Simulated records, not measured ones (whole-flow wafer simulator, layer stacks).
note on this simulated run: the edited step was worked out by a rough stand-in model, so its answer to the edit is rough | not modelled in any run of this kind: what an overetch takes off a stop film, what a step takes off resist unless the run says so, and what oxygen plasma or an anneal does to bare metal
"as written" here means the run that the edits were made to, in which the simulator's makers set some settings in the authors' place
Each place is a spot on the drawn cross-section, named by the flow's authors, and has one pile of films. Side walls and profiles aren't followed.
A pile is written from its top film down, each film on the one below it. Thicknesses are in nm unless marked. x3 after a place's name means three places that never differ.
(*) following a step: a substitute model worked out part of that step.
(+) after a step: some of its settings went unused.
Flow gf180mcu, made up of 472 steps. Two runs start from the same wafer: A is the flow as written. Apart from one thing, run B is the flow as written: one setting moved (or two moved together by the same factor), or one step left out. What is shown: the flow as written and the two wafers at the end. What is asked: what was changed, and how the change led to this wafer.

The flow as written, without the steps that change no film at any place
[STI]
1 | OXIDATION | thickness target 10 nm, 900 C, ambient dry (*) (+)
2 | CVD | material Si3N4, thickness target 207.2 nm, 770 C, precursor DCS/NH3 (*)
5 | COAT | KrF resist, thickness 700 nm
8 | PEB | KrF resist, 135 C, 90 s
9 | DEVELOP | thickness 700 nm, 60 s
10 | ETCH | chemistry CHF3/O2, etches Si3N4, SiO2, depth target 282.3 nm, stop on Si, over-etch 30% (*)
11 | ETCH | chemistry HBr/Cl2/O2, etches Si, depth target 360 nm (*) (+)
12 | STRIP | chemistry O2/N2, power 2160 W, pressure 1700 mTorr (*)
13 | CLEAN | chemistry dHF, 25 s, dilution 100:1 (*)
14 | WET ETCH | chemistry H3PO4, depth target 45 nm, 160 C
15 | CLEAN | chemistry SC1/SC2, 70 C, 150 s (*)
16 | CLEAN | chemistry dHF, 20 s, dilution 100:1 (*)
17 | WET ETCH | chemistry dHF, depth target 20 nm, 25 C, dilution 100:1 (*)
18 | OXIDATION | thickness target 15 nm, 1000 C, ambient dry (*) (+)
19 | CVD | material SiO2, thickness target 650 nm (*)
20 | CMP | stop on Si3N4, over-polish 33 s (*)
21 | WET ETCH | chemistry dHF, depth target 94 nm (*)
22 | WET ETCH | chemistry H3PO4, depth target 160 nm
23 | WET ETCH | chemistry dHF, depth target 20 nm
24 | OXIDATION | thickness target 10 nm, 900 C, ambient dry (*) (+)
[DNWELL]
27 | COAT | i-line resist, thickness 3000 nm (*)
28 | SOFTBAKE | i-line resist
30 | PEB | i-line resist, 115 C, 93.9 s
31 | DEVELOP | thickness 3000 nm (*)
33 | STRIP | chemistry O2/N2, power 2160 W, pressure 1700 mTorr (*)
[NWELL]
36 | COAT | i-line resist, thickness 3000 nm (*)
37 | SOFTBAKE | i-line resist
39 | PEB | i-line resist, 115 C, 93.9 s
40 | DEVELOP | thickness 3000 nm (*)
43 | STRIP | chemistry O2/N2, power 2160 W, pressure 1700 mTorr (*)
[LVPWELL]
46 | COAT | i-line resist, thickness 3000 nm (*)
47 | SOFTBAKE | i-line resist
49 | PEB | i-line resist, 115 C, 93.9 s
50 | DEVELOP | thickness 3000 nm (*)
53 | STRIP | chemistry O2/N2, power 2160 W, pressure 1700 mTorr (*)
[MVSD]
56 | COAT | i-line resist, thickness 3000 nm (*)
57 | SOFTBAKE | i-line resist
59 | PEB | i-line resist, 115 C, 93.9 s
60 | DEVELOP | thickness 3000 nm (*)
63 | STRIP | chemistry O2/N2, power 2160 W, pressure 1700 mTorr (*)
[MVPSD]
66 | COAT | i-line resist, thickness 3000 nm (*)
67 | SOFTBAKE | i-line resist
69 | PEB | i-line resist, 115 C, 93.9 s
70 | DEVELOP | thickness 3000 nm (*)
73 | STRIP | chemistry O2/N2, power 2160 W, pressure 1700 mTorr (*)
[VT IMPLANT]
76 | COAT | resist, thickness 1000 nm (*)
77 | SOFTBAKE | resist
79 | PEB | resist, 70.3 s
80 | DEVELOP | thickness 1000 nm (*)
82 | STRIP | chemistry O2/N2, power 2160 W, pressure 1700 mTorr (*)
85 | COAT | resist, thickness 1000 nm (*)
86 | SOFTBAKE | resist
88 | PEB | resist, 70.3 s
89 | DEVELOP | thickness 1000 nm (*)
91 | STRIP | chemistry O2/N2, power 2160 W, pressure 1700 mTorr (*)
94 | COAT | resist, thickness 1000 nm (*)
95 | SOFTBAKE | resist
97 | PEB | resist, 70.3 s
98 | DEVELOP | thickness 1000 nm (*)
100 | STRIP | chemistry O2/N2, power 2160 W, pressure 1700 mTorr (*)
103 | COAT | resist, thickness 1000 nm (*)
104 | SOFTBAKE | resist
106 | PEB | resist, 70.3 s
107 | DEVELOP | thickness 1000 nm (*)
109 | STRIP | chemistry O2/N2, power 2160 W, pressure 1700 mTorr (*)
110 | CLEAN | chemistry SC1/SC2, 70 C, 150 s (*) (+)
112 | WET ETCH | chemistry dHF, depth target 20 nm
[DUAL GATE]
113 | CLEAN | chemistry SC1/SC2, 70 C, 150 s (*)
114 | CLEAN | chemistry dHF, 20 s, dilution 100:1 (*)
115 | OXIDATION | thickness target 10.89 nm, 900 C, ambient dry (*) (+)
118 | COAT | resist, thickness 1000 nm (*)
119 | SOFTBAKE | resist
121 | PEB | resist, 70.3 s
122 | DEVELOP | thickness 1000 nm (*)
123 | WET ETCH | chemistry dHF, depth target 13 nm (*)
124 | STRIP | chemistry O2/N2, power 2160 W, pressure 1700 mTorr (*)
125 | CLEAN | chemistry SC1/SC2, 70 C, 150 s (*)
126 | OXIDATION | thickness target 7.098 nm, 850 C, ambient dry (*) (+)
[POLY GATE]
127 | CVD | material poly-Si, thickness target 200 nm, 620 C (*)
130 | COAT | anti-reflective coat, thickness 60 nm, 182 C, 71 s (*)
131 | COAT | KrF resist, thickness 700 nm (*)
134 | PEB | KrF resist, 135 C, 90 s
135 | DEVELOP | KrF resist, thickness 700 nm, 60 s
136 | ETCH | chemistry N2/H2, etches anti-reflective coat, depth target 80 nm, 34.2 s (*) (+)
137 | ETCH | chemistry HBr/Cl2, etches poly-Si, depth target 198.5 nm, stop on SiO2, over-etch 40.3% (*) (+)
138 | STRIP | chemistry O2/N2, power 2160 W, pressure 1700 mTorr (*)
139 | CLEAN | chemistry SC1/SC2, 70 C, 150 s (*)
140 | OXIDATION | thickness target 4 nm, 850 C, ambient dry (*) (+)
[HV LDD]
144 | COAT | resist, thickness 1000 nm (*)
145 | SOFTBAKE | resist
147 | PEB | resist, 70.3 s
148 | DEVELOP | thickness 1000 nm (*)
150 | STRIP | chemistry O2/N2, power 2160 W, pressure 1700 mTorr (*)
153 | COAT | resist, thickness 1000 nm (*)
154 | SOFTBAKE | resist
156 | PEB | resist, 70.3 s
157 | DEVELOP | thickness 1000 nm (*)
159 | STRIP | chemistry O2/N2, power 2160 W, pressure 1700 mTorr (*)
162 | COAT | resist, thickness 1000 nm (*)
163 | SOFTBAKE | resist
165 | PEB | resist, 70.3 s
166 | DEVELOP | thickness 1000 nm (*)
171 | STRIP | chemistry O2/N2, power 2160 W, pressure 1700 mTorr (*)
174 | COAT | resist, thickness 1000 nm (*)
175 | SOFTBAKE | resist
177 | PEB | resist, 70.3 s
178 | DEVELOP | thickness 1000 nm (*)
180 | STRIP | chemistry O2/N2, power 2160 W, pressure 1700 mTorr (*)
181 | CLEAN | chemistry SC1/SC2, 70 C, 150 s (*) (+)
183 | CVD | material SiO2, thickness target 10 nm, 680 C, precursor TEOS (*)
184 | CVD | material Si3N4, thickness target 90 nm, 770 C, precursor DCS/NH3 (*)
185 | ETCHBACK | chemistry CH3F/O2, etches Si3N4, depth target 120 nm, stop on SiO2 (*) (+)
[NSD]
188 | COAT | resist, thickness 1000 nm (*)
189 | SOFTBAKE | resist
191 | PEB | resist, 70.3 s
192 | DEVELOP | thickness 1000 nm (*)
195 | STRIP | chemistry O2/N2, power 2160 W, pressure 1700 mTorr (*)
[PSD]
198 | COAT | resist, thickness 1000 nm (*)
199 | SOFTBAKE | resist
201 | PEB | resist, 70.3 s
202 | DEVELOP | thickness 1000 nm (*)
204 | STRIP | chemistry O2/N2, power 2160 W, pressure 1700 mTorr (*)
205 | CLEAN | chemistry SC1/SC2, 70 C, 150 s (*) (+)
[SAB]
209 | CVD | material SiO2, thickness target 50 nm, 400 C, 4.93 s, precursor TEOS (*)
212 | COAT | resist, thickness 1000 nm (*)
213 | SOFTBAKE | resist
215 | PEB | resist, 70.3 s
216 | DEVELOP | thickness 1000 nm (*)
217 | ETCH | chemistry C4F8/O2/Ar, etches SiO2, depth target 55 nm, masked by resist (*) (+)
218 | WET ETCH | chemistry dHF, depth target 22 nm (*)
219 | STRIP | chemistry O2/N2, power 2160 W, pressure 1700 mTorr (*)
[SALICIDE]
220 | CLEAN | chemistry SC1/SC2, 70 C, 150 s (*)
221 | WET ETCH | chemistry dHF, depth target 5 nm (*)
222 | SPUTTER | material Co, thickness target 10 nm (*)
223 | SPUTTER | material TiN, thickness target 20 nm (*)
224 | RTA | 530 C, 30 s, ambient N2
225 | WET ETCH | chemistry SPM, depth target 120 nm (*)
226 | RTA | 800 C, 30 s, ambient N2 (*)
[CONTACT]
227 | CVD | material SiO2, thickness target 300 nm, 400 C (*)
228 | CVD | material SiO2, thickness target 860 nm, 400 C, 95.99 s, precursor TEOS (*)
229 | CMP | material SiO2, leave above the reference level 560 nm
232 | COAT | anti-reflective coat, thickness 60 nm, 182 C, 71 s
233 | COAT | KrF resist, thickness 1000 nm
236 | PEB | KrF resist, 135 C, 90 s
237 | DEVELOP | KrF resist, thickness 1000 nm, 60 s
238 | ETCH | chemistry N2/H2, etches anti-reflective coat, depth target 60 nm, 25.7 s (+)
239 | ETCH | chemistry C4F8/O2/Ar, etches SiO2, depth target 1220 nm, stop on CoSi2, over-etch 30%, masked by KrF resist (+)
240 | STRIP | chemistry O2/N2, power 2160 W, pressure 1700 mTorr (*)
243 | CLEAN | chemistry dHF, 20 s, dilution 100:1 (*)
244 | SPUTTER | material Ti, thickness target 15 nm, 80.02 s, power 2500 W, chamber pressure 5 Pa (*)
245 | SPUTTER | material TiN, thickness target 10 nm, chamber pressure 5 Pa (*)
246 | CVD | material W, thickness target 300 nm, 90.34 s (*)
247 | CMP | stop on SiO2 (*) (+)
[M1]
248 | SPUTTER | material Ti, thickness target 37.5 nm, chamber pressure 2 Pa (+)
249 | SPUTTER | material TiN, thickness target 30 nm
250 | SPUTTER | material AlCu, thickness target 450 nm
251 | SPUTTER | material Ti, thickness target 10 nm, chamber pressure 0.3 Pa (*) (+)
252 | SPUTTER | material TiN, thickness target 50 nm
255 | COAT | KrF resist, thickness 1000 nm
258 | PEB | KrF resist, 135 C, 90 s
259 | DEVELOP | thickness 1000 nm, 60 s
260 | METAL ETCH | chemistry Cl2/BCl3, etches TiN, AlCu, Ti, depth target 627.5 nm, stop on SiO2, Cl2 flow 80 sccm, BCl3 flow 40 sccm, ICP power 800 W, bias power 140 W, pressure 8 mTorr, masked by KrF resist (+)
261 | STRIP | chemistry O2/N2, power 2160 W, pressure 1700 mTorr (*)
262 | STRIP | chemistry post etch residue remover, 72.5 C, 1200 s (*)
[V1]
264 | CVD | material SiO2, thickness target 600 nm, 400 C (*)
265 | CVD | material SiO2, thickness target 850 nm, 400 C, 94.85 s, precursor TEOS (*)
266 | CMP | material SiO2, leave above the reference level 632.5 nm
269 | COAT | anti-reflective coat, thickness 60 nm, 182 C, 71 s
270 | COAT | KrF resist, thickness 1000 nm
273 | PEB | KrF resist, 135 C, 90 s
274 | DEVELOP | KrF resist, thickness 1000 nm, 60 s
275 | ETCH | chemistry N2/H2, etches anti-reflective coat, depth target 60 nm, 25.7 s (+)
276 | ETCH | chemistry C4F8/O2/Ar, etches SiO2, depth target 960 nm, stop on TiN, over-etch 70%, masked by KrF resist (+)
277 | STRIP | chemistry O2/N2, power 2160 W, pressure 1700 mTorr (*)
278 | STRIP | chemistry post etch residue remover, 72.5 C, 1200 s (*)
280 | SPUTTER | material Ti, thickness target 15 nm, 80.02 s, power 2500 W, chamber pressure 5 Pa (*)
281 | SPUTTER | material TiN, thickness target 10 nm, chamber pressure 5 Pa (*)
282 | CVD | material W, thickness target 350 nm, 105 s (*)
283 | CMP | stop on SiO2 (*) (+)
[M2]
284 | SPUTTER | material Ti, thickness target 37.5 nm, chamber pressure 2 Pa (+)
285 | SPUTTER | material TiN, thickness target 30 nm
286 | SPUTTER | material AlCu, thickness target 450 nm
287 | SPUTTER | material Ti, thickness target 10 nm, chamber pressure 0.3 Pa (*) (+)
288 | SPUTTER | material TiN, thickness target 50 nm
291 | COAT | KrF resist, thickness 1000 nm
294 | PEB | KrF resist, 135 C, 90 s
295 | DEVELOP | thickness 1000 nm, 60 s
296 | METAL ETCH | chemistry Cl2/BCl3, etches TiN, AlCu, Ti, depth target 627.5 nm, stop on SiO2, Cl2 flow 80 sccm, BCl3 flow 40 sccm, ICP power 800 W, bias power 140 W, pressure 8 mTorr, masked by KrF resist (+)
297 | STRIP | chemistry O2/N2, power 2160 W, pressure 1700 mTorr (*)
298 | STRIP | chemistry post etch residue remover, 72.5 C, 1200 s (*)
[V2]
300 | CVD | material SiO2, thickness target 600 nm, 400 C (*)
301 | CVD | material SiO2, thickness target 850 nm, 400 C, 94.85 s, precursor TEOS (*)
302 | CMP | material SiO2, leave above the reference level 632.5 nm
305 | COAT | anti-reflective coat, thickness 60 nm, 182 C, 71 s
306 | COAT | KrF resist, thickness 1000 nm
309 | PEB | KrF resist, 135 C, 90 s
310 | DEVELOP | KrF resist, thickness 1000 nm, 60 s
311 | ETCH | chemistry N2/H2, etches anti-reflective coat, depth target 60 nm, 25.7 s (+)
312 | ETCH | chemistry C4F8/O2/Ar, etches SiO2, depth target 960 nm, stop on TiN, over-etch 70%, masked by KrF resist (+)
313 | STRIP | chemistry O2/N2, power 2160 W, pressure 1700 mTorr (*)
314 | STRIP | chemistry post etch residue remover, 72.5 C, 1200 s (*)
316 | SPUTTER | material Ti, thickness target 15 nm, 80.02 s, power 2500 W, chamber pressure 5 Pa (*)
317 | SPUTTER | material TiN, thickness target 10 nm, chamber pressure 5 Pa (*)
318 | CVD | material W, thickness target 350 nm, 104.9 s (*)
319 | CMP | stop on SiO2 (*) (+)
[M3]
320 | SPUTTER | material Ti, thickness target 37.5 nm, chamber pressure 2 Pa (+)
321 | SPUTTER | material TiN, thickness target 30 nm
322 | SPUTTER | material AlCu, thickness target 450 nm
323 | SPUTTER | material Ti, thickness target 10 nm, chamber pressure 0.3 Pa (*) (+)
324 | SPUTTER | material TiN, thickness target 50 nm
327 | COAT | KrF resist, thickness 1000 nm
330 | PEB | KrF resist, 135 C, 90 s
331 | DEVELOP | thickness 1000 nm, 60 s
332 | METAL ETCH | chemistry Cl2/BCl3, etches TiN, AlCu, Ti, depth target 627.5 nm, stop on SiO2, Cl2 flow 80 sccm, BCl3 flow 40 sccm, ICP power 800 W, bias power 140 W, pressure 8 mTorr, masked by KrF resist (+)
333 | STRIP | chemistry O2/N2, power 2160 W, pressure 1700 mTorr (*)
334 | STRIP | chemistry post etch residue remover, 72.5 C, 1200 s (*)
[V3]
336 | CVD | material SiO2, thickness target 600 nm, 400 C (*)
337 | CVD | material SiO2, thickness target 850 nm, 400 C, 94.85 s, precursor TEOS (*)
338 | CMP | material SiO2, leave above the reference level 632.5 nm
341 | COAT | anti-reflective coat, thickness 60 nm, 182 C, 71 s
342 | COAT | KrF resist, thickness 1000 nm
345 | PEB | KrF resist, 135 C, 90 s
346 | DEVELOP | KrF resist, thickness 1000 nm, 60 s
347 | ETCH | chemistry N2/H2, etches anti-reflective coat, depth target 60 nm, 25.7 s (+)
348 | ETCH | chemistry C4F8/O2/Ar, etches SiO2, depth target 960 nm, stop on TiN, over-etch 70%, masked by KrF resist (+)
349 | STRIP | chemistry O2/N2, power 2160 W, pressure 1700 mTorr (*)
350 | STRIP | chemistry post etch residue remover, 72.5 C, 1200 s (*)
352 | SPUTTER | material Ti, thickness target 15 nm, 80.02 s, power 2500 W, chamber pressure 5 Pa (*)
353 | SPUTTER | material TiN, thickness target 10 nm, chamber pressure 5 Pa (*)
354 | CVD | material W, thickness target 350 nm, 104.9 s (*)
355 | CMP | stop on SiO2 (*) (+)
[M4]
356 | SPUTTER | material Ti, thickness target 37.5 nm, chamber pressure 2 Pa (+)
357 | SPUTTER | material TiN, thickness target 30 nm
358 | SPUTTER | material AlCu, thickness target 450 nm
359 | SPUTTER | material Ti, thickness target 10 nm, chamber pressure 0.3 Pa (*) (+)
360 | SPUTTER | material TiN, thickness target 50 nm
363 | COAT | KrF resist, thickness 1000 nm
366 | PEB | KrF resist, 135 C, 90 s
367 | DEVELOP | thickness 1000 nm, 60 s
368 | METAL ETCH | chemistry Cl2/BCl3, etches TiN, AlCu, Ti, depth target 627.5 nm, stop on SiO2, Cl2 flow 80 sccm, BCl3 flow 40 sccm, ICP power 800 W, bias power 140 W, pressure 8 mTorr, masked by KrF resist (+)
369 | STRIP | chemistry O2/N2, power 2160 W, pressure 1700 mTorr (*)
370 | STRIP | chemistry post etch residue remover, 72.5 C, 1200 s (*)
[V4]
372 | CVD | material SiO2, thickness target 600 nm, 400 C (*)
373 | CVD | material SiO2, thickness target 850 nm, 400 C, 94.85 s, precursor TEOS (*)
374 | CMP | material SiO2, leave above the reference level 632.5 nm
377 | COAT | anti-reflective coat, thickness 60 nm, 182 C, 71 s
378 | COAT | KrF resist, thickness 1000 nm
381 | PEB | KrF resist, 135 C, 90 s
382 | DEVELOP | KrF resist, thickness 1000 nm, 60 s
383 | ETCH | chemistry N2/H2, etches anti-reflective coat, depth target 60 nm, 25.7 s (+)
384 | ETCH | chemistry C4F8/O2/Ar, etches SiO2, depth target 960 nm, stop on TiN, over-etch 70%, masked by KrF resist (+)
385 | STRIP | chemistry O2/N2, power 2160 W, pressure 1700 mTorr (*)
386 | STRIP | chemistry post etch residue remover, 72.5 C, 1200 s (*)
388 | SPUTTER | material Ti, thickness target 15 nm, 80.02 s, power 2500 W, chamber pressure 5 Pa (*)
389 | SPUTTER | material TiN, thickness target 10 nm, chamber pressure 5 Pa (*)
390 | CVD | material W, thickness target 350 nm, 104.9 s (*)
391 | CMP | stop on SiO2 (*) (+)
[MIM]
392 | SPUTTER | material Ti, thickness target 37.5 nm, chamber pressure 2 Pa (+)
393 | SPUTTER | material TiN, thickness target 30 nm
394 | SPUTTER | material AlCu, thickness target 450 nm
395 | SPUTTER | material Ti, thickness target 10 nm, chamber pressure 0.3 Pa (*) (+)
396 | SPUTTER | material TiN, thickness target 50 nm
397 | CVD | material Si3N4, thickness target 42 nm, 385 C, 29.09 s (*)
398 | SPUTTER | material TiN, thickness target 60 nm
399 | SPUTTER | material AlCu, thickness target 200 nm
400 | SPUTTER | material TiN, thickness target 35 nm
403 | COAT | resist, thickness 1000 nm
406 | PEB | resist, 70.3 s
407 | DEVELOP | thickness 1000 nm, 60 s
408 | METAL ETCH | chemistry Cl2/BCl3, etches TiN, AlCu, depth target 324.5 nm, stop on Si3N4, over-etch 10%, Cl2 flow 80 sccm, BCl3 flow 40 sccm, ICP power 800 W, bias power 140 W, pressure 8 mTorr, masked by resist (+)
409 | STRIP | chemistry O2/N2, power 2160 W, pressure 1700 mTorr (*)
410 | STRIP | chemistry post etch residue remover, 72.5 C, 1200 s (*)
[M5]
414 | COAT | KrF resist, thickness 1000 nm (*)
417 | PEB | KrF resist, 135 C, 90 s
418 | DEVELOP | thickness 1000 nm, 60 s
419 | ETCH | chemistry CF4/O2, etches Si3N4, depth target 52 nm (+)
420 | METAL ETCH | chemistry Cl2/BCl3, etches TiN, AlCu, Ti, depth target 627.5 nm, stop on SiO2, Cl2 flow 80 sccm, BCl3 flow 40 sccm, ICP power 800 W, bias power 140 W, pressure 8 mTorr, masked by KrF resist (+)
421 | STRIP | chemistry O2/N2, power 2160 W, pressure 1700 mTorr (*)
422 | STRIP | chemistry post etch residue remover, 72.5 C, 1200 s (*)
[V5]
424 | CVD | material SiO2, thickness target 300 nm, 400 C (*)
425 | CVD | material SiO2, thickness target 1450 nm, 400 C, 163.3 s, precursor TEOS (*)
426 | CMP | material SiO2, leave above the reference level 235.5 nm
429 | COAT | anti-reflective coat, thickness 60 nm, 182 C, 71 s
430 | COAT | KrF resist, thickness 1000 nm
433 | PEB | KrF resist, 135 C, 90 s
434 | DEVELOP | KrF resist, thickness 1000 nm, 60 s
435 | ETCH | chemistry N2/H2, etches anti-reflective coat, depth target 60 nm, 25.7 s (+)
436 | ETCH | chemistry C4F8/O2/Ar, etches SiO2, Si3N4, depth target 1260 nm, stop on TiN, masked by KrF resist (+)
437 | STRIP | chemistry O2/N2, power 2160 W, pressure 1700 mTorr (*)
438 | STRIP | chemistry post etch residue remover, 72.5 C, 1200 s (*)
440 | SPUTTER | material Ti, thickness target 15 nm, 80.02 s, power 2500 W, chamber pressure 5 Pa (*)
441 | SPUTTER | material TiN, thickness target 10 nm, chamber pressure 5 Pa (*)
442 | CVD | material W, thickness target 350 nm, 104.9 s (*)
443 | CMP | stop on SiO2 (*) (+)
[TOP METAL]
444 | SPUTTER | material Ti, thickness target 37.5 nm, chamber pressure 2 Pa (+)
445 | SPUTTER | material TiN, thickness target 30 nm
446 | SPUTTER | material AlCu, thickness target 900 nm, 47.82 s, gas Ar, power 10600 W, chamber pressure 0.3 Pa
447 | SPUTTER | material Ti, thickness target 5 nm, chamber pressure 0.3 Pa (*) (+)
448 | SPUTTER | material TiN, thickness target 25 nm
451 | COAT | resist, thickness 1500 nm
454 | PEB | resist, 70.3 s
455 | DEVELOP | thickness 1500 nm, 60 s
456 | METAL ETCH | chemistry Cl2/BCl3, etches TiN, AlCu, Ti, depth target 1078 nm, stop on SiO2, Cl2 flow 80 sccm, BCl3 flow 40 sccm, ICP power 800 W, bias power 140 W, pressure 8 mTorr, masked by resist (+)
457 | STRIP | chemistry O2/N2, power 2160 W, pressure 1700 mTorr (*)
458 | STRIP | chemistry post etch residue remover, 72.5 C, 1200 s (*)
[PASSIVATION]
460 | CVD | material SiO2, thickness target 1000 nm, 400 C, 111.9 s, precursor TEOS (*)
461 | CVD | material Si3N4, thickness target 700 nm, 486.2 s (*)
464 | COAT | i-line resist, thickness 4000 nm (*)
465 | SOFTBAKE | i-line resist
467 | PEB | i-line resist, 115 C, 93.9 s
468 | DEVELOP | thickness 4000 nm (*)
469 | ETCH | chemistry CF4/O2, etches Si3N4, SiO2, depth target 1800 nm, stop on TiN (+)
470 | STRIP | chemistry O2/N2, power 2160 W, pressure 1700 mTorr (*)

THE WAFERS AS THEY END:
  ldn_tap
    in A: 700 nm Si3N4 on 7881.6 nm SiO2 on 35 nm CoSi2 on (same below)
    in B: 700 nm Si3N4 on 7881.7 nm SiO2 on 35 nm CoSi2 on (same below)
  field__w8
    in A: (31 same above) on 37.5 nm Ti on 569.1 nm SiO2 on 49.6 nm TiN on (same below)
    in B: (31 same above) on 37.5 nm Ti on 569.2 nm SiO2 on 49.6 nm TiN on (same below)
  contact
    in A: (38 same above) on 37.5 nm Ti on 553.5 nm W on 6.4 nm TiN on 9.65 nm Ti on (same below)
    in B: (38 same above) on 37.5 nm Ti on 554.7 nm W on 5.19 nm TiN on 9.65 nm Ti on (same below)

What caused this: step 281, SPUTTER: thickness target 8.1 nm was run, though the flow has thickness target 10 nm.

Step by step, how the change led to this:
  281 | SPUTTER | material TiN, thickness target 10 nm, chamber pressure 5 Pa (*)
      field, field__w1, field__w2 and 107 more: A +10 TiN (new film) | B +8.1 TiN (new film)
      contact: A +6.4 TiN (new film) | B +5.19 TiN (new film)
  283 | CMP | stop on SiO2 (*) (+)
      field, field__w1, field__w2 and 107 more: A -350 W (all of it), -10 TiN (all of it), -15 Ti (all of it), -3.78 SiO2 | B -350 W (all of it), -8.1 TiN (all of it), -15 Ti (all of it), -3.76 SiO2
